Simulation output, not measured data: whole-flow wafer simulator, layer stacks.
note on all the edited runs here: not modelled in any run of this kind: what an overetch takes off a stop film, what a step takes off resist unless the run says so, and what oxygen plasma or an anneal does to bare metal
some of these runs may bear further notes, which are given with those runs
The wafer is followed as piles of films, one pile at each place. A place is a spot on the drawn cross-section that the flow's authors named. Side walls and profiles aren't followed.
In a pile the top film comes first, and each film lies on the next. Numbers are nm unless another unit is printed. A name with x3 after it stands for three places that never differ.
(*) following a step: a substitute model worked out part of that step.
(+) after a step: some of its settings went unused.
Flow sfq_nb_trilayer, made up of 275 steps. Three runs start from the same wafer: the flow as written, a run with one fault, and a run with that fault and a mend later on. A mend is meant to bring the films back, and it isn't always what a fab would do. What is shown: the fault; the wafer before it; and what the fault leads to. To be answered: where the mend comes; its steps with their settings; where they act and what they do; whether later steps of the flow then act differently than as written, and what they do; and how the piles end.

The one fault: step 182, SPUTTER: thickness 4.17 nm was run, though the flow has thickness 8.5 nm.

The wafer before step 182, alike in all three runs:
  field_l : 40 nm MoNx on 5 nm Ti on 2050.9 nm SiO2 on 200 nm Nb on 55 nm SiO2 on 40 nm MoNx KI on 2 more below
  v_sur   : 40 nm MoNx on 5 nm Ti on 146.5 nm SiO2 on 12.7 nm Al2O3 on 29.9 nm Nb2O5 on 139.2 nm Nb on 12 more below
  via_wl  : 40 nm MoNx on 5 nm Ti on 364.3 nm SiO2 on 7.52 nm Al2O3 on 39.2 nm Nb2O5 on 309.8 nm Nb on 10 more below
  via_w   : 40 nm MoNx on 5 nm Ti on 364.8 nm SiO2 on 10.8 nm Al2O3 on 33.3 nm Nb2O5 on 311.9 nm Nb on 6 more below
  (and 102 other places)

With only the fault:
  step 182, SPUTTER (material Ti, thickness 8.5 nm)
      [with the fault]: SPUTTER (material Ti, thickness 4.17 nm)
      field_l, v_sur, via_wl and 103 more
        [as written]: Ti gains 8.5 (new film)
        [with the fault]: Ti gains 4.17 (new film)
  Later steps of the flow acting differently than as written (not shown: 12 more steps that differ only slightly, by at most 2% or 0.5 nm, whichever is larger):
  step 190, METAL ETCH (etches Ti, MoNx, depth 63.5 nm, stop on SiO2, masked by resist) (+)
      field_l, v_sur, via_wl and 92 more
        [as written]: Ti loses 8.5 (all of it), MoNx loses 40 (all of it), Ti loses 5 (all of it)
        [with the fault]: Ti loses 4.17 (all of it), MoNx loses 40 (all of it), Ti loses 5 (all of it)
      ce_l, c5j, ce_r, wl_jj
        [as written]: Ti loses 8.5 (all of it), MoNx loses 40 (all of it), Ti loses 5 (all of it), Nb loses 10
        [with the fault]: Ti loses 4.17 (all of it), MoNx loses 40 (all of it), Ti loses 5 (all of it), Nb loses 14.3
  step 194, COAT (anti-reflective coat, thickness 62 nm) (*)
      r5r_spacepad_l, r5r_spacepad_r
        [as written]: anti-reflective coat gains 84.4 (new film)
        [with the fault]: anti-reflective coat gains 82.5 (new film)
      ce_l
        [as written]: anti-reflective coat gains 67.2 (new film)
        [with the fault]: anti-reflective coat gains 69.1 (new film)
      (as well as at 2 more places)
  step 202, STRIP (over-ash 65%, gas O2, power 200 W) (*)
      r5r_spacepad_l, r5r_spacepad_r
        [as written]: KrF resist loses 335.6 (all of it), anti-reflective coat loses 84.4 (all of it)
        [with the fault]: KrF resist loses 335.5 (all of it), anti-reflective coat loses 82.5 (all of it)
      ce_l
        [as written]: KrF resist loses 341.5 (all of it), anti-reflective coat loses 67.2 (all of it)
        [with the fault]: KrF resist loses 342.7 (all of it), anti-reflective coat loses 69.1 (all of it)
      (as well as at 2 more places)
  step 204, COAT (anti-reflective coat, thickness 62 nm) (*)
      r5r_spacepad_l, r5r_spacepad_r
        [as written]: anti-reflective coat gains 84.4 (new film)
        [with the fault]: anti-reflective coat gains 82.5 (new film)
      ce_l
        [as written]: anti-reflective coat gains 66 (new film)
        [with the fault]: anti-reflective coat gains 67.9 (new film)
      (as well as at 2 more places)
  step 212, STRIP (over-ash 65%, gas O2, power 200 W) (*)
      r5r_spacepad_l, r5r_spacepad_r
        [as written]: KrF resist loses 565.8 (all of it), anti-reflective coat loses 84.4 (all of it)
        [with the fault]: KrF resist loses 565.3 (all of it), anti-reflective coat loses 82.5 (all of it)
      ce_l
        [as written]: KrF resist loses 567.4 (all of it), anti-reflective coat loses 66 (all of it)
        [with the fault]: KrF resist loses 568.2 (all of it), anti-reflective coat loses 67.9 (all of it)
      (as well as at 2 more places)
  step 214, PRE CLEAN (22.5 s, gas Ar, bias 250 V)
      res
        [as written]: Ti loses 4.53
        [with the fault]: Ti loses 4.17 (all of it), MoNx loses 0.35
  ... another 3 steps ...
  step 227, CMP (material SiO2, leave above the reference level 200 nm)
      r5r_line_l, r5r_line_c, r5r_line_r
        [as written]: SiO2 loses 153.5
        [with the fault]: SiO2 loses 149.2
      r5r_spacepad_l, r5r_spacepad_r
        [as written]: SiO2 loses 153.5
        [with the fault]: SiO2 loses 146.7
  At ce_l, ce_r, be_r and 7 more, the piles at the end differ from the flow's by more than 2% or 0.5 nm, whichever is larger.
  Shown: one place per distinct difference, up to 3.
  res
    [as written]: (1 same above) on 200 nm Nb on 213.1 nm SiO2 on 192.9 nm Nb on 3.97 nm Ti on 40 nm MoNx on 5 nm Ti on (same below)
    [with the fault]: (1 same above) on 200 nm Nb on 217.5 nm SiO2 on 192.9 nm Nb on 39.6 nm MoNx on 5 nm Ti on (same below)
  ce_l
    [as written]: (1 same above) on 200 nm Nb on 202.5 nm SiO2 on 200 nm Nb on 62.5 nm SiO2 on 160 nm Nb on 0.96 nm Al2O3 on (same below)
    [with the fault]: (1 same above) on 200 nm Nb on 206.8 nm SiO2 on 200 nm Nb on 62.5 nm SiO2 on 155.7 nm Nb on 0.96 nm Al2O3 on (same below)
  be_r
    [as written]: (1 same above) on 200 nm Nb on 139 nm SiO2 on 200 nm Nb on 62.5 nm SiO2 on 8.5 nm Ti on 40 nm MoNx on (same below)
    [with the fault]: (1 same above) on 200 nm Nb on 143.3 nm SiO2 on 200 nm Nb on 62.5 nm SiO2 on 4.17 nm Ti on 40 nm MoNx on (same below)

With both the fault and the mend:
  The mend stands after step 182.
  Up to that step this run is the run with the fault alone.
  step 182a, SPUTTER (material Ti, thickness 4.33 nm) (the flow's step 182, run once more with other settings)
      field_l, v_sur, via_wl and 103 more
        Ti gains 4.33
  None of the later steps of the flow acts differently than as written at any place that is followed.
  By the end, the piles equal the flow's at every place that both follow.
